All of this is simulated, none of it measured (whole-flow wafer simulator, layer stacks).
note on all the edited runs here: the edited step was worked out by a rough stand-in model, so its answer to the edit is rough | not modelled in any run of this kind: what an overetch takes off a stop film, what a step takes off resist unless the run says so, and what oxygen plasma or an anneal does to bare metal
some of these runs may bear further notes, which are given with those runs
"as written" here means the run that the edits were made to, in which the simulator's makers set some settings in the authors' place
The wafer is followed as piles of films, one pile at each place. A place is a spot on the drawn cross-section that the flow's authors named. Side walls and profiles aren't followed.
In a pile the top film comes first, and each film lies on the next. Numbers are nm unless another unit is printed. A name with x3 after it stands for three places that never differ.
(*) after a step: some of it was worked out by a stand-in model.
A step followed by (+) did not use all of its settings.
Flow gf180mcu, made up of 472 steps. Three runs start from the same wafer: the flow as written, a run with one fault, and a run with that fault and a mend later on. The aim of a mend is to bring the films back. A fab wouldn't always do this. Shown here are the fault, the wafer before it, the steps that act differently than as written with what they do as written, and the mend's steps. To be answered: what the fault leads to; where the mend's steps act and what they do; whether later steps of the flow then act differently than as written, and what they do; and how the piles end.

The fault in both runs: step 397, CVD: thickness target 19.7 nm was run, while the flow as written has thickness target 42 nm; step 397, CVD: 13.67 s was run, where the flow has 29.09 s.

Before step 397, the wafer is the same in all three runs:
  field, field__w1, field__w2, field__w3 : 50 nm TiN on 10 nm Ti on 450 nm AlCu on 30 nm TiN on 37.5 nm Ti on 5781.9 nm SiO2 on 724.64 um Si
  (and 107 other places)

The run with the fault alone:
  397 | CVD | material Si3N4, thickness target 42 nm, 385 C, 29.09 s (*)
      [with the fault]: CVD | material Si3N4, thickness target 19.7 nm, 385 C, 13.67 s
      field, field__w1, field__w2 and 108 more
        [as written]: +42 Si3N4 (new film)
        [with the fault]: +19.8 Si3N4 (new film)
  Steps further on in the flow that do not act as written (5 other steps are not shown; they differ only slightly, by no more than 2% or 0.5 nm, whichever is larger):
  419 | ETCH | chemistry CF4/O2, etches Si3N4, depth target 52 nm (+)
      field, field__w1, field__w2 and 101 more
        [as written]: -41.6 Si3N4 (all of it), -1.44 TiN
        [with the fault]: -19.4 Si3N4 (all of it), -1.35 TiN
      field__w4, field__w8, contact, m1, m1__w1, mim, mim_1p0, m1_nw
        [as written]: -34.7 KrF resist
        [with the fault]: -19.4 KrF resist
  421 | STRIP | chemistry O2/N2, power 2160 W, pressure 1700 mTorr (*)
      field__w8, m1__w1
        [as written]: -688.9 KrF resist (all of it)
        [with the fault]: -704.1 KrF resist (all of it)
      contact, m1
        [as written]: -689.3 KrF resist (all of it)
        [with the fault]: -704.6 KrF resist (all of it)
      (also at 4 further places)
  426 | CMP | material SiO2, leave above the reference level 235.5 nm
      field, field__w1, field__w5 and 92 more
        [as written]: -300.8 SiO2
        [with the fault]: -323.1 SiO2
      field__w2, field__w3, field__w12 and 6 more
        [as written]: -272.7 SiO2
        [with the fault]: -295.9 SiO2
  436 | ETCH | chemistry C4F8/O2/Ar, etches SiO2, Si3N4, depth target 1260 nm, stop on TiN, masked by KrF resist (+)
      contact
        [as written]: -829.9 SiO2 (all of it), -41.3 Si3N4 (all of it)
        [with the fault]: -829.9 SiO2 (all of it), -19.1 Si3N4 (all of it)
  By the end, the piles at field__w4, field__w8, contact, m1, m1__w1, mim, mim_1p0, m1_nw depart from the flow's by more than 2% or 0.5 nm, whichever is larger.
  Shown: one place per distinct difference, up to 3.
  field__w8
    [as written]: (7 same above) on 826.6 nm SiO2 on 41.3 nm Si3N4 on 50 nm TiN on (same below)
    [with the fault]: (7 same above) on 826.6 nm SiO2 on 19.1 nm Si3N4 on 50 nm TiN on (same below)
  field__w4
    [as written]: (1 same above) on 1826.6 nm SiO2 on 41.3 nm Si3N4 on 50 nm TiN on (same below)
    [with the fault]: (1 same above) on 1826.6 nm SiO2 on 19.1 nm Si3N4 on 50 nm TiN on (same below)
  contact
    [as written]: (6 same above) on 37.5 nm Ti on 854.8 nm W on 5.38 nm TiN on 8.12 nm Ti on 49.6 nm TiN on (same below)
    [with the fault]: (6 same above) on 37.5 nm Ti on 832.4 nm W on 5.45 nm TiN on 8.22 nm Ti on 49.6 nm TiN on (same below)

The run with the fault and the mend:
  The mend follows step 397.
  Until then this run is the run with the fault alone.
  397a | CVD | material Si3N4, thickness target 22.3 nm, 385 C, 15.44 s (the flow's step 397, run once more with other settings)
      field, field__w1, field__w2 and 108 more
        +22.3 Si3N4
  Every later step of the flow that is run acts as written, at every place that is followed, to within 2% or 0.5 nm, whichever is larger.
  When the end is reached, the piles differ only a little from the flow's at the places that both follow, at most by 2% or 0.5 nm, whichever is larger.
